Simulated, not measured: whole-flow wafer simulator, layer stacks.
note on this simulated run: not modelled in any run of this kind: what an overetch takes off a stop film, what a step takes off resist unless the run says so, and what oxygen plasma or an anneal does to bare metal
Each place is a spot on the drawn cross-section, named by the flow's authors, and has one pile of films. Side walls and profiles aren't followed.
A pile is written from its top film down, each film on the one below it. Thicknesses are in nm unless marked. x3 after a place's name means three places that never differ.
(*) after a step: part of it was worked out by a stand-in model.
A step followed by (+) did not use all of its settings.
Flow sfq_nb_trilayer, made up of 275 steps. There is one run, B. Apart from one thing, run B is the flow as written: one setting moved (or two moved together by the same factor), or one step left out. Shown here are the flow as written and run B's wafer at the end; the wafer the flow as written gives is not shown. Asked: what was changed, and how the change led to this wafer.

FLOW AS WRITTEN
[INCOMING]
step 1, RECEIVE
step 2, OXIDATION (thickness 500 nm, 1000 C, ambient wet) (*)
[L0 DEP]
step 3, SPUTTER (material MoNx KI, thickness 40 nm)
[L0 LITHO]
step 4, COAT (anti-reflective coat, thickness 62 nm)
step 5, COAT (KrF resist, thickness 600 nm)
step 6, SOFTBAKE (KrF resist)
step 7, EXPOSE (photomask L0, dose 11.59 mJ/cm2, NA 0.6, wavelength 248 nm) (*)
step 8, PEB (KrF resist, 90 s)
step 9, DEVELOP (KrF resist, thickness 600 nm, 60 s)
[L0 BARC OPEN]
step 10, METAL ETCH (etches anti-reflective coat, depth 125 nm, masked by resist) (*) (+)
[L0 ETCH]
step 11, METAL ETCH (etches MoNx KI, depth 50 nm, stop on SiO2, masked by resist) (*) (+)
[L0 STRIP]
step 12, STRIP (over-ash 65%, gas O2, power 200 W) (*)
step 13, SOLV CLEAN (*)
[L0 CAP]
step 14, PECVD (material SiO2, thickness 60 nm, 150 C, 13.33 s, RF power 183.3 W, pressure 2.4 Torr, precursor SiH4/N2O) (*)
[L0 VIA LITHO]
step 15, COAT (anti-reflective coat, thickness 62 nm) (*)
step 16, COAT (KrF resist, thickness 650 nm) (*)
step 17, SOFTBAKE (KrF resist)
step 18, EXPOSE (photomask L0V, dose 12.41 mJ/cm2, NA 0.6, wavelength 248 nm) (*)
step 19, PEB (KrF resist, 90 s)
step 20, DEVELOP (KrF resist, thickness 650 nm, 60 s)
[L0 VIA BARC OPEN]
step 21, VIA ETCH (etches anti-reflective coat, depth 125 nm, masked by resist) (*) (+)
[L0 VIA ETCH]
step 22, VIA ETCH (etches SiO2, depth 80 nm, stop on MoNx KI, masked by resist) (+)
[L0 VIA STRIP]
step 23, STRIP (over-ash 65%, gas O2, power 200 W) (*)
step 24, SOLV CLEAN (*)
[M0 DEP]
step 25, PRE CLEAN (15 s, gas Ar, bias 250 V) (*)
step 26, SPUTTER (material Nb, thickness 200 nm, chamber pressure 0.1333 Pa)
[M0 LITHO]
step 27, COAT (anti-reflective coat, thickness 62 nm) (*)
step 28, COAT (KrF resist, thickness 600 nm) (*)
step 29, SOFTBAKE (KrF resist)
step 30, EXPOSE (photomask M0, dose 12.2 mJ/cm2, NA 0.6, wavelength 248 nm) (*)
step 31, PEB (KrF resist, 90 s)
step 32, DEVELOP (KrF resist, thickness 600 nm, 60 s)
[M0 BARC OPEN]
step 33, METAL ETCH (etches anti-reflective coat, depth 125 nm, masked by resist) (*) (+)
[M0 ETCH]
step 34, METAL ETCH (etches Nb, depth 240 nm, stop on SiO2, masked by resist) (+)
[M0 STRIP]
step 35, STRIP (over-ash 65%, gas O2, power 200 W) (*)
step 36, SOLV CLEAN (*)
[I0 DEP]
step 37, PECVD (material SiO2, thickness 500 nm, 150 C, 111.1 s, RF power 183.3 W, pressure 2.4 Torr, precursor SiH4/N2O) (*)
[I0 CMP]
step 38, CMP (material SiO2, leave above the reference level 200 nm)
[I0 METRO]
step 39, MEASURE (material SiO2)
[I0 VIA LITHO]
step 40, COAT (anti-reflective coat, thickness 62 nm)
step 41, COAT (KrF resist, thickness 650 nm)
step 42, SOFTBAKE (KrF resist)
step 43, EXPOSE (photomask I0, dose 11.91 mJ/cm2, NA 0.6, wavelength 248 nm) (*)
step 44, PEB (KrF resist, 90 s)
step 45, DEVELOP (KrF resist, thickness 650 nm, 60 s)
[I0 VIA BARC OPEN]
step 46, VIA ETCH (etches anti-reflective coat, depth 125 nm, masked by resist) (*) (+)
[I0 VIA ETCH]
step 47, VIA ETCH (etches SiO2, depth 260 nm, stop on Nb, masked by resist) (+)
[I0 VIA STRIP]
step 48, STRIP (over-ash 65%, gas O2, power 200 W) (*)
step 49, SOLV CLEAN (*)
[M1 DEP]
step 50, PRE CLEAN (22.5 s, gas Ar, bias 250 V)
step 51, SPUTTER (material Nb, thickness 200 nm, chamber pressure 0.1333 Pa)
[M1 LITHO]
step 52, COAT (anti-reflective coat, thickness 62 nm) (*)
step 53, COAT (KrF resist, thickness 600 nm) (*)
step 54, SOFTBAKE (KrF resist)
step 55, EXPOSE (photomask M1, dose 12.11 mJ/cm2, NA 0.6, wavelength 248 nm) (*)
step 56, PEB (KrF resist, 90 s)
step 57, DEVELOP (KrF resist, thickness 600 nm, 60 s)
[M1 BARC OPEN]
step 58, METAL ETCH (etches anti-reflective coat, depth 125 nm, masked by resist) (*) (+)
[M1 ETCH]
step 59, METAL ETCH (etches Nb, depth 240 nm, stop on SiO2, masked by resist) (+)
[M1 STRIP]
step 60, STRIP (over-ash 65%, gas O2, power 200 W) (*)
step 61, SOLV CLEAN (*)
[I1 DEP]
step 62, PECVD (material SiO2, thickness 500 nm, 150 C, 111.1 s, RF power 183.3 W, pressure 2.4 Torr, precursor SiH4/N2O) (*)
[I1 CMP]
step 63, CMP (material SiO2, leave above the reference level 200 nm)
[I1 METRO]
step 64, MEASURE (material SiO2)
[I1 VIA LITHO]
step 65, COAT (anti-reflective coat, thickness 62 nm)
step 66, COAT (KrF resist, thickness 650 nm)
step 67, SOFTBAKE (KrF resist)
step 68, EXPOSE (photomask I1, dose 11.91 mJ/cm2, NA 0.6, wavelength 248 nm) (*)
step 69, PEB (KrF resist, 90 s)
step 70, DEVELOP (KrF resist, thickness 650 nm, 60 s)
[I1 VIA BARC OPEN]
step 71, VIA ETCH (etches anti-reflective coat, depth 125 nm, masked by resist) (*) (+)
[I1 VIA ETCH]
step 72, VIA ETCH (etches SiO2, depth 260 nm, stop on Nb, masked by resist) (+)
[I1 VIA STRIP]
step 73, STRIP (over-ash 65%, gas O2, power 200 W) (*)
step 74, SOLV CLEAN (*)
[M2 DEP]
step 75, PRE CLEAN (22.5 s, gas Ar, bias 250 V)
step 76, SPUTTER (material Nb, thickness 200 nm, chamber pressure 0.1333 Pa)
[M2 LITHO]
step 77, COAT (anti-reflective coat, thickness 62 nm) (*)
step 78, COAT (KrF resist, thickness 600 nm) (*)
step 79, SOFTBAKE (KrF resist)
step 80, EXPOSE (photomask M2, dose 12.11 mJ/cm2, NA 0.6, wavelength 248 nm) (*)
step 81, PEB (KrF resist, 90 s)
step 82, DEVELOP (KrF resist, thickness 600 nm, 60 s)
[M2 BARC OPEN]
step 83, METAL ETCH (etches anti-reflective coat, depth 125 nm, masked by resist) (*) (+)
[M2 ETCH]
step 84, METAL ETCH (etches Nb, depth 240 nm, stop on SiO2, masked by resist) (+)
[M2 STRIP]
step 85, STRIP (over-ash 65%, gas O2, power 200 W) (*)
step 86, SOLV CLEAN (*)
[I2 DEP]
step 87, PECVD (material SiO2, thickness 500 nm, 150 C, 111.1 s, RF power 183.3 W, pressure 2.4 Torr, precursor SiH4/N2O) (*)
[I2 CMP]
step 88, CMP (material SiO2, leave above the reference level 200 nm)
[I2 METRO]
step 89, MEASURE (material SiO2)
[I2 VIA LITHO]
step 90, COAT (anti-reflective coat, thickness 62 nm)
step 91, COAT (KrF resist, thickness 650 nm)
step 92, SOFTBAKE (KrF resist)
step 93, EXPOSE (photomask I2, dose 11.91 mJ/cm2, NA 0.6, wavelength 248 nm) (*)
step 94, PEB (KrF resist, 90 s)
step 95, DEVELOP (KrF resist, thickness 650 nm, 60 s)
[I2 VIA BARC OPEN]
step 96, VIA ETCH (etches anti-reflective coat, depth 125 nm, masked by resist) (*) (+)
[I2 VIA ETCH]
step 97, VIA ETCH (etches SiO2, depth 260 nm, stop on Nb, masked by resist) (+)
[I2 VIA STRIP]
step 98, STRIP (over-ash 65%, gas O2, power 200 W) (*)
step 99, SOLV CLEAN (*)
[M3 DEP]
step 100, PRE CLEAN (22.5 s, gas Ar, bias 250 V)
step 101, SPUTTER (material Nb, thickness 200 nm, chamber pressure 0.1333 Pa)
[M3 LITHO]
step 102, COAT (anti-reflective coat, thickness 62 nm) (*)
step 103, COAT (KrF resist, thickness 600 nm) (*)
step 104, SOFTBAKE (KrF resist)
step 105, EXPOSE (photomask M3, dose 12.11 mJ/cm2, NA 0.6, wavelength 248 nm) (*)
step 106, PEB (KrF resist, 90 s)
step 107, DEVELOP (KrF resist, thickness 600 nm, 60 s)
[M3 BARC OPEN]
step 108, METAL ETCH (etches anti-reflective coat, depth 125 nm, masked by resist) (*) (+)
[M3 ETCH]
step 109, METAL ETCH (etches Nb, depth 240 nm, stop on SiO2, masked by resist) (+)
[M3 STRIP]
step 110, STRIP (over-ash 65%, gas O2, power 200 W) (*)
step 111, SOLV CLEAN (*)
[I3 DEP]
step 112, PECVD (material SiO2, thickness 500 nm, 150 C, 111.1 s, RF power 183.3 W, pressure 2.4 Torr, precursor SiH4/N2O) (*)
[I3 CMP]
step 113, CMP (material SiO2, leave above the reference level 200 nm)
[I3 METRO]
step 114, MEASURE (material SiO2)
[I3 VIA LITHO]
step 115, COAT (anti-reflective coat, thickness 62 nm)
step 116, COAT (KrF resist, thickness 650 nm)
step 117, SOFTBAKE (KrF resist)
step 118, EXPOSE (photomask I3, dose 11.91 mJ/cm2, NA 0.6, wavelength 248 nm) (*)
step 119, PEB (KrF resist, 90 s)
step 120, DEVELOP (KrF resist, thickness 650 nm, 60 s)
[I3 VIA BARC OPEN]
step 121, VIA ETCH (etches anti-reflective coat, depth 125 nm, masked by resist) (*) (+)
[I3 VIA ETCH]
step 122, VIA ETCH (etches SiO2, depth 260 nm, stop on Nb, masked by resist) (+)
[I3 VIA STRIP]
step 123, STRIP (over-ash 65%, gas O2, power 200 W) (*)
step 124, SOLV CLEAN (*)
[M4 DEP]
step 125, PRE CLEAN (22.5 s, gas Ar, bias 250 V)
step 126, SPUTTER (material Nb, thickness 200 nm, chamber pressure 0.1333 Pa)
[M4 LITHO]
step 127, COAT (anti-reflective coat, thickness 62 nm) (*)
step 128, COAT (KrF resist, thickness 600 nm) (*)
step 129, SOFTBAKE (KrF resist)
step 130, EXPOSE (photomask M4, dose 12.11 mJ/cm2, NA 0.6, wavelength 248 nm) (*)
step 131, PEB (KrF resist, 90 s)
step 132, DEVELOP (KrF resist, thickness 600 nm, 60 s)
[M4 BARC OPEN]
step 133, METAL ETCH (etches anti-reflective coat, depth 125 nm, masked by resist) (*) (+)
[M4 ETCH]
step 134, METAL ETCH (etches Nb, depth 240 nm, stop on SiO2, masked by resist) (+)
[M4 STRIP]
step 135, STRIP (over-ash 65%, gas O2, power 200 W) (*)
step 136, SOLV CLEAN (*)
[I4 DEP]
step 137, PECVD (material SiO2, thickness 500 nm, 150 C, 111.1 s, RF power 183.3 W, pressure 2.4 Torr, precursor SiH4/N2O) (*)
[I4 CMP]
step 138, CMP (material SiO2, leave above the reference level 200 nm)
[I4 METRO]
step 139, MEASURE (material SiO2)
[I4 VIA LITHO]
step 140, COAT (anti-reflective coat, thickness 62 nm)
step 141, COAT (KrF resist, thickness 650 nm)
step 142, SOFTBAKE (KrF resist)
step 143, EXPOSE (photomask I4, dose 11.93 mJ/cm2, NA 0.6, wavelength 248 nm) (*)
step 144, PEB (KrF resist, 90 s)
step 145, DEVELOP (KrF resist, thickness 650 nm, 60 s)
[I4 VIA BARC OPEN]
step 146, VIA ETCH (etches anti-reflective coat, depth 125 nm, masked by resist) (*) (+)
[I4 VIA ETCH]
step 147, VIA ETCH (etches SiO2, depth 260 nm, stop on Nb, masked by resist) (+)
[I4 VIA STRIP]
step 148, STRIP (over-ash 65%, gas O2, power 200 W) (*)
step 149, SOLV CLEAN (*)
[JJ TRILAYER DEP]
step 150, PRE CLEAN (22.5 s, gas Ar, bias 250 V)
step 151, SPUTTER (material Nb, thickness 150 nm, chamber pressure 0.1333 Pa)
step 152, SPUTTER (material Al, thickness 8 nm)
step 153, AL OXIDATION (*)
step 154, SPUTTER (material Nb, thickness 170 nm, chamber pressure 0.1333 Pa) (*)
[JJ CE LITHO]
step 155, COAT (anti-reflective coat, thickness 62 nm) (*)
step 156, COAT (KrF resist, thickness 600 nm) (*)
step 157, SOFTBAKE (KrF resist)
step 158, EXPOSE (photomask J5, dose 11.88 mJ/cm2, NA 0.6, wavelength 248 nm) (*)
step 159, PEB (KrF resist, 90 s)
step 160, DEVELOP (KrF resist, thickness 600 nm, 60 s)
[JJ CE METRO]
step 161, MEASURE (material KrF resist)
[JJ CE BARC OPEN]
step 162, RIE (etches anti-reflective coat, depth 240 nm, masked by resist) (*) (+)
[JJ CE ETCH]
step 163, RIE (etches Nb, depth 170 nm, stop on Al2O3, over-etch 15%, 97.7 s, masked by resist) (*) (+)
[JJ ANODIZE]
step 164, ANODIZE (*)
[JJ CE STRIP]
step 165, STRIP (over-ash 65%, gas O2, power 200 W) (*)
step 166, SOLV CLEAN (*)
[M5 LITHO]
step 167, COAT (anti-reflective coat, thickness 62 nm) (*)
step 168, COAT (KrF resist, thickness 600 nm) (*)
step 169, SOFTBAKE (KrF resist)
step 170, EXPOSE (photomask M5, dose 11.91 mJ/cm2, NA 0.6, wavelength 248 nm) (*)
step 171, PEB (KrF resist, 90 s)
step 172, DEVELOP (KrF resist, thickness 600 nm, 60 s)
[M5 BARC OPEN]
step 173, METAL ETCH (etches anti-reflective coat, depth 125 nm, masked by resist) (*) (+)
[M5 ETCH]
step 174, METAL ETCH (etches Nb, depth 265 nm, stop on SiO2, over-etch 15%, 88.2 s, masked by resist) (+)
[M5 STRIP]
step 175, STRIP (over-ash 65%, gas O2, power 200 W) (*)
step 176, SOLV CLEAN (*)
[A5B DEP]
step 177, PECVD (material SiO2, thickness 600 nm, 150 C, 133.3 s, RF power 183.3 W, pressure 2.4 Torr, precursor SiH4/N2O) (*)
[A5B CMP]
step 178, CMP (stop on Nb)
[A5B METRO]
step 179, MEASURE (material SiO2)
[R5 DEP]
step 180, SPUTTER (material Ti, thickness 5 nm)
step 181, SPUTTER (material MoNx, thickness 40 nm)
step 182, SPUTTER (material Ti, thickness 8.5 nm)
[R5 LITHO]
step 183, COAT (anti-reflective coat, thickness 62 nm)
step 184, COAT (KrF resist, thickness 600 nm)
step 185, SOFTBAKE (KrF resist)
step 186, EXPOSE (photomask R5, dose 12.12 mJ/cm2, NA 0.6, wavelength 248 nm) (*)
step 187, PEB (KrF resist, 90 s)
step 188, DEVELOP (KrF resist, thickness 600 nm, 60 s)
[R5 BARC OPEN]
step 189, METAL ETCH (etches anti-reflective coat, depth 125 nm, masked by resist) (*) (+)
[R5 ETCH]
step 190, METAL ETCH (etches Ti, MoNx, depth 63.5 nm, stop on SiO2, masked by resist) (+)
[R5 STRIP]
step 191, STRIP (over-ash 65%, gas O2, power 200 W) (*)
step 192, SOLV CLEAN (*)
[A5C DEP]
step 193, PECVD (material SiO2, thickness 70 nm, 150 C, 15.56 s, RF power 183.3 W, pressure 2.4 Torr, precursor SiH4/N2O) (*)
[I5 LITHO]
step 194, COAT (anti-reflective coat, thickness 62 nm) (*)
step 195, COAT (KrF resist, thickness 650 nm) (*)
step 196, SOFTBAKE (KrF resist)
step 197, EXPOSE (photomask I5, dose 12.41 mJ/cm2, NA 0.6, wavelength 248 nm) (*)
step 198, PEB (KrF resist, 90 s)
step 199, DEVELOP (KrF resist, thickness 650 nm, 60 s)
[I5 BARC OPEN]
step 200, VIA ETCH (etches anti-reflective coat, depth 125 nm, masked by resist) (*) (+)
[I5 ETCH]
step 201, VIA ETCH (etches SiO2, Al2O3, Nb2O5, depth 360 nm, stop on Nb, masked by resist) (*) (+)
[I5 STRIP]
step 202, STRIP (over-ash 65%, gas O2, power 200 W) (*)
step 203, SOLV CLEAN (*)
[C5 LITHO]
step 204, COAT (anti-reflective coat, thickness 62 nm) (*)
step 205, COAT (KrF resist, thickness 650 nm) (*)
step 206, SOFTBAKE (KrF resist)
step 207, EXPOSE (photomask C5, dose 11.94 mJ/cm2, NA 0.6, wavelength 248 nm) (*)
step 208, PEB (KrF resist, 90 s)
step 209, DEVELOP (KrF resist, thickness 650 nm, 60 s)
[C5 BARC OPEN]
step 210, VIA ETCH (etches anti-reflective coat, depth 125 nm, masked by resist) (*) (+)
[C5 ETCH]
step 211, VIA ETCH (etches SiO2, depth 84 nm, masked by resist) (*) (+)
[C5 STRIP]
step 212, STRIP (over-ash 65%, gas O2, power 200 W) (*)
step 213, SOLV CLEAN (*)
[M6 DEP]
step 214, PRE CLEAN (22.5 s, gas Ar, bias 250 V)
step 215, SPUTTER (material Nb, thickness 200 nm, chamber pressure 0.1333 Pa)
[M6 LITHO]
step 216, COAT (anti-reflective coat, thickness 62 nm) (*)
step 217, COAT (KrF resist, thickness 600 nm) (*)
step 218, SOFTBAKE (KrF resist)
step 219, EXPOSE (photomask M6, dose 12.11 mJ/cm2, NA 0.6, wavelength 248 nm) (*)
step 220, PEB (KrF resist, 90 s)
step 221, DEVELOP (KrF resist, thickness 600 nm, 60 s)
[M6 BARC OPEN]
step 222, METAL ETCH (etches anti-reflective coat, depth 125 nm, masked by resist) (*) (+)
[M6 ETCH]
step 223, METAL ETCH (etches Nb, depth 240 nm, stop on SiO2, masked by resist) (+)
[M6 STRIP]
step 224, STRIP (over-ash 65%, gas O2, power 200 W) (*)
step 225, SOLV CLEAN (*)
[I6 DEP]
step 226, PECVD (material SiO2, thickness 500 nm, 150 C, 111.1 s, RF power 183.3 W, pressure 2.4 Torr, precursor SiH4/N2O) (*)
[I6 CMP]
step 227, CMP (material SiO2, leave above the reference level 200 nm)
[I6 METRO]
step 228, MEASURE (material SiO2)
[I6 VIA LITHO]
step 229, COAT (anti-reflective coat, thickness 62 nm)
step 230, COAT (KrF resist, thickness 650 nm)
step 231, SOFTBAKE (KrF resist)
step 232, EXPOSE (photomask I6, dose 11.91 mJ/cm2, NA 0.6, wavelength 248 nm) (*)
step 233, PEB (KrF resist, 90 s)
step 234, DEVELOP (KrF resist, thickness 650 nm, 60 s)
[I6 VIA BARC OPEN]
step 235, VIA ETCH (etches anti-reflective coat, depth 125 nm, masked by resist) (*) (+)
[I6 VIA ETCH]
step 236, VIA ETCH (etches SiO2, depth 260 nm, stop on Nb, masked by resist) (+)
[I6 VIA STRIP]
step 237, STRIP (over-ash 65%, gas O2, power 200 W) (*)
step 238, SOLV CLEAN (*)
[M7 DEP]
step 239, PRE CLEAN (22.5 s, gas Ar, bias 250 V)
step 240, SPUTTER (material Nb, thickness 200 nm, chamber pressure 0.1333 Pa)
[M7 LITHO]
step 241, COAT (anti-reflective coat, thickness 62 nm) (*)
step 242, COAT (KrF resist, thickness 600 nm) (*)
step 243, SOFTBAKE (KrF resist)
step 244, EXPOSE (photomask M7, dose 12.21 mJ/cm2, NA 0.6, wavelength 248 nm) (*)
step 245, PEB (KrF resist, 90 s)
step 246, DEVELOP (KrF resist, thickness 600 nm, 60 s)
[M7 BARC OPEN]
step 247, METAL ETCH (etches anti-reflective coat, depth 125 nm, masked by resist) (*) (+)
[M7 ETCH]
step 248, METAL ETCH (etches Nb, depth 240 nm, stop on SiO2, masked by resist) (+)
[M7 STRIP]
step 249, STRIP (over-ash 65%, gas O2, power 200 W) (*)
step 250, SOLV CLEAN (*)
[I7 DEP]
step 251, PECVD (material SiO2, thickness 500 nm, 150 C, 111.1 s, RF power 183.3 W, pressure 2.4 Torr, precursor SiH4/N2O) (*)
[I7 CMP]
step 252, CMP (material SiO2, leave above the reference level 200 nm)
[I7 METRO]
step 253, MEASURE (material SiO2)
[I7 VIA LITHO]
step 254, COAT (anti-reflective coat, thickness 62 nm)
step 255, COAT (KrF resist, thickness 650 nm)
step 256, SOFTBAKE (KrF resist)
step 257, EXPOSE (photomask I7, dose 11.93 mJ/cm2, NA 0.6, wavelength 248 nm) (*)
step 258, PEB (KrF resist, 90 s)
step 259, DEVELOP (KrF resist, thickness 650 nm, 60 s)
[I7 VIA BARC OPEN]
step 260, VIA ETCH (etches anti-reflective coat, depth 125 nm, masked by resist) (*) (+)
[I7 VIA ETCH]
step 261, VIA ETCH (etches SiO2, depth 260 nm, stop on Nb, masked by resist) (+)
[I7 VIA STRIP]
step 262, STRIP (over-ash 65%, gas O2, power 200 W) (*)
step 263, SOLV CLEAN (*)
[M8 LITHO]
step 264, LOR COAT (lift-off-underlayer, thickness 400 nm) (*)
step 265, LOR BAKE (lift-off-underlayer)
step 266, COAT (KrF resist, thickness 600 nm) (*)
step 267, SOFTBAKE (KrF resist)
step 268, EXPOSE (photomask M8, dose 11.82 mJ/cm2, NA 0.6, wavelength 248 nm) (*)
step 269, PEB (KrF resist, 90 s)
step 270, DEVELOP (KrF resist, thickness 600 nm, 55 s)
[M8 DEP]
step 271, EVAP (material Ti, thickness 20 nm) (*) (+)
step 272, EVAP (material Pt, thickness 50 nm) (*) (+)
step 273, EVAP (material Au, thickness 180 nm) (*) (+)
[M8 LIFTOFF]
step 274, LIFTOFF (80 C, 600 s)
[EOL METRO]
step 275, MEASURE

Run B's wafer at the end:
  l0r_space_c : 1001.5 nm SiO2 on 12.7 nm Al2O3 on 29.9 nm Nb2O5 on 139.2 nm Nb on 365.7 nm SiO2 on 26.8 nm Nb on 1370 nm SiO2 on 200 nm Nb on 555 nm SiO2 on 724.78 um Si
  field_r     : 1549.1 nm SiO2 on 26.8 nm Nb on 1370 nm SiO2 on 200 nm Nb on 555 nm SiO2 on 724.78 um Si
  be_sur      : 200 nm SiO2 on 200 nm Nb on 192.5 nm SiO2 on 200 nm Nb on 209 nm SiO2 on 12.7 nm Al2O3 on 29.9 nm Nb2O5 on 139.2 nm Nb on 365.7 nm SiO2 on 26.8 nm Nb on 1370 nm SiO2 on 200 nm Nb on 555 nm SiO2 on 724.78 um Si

Cause: step 134, METAL ETCH: depth 173.2 nm was run, though the flow has depth 240 nm.

The path from the change to this, step by step:
  step 134, METAL ETCH (etches Nb, depth 240 nm, stop on SiO2, masked by resist) (+)
      field_l, be, be_sur and 64 more: -173.2 Nb (it would be, as written: -200 Nb (all of it))
      v_sur, via_wl, via_w and 36 more: -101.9 KrF resist (it would be, as written: -141.2 KrF resist)
  step 135, STRIP (over-ash 65%, gas O2, power 200 W) (*)
      p4_fl x3, p4_w1 x9, p4_g1 x2 and 15 more: -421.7 KrF resist (all of it), -62 anti-reflective coat (all of it) (it would be, as written: -382.4 KrF resist (all of it), -62 anti-reflective coat (all of it))
      ln_m5, lsp_m, ln_m6: -421.2 KrF resist (all of it), -61.8 anti-reflective coat (all of it) (it would be, as written: -381.9 KrF resist (all of it), -61.8 anti-reflective coat (all of it))
      (also at 7 further places)
  step 137, PECVD (material SiO2, thickness 500 nm, 150 C, 111.1 s, RF power 183.3 W, pressure 2.4 Torr, precursor SiH4/N2O) (*)
      field_l, be, be_sur and 55 more: +500 SiO2 (new film) (it would be, as written: +500 SiO2)
      p3_s0 x6: +530.3 SiO2 (new film) (it would be, as written: +557.1 SiO2)
      (also at 3 further places)
  step 138, CMP (material SiO2, leave above the reference level 200 nm)
      field_l, be, be_sur and 55 more: -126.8 SiO2 (it would be, as written: -100 SiO2)
      lsp_r, l0_sur, l0v: -119.8 SiO2 (it would be, as written: -91.9 SiO2)
With metal films that touch counted as one body, l0r_space_c has 3 bodies (between them, from the top down: SiO2 365.7; SiO2 1370); the flow as written gives 2 bodies (between them, from the top down: SiO2 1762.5).
With metal films that touch counted as one body, field_r has 2 bodies (between them, from the top down: SiO2 1370); the flow as written gives 1 body.
With metal films that touch counted as one body, be_sur has 5 bodies (between them, from the top down: SiO2 192.5; SiO2 209 / Al2O3 12.7 / Nb2O5 29.9; SiO2 365.7; SiO2 1370); the flow as written gives 4 bodies (between them, from the top down: SiO2 192.5; SiO2 209 / Al2O3 12.7 / Nb2O5 29.9; SiO2 1762.5).
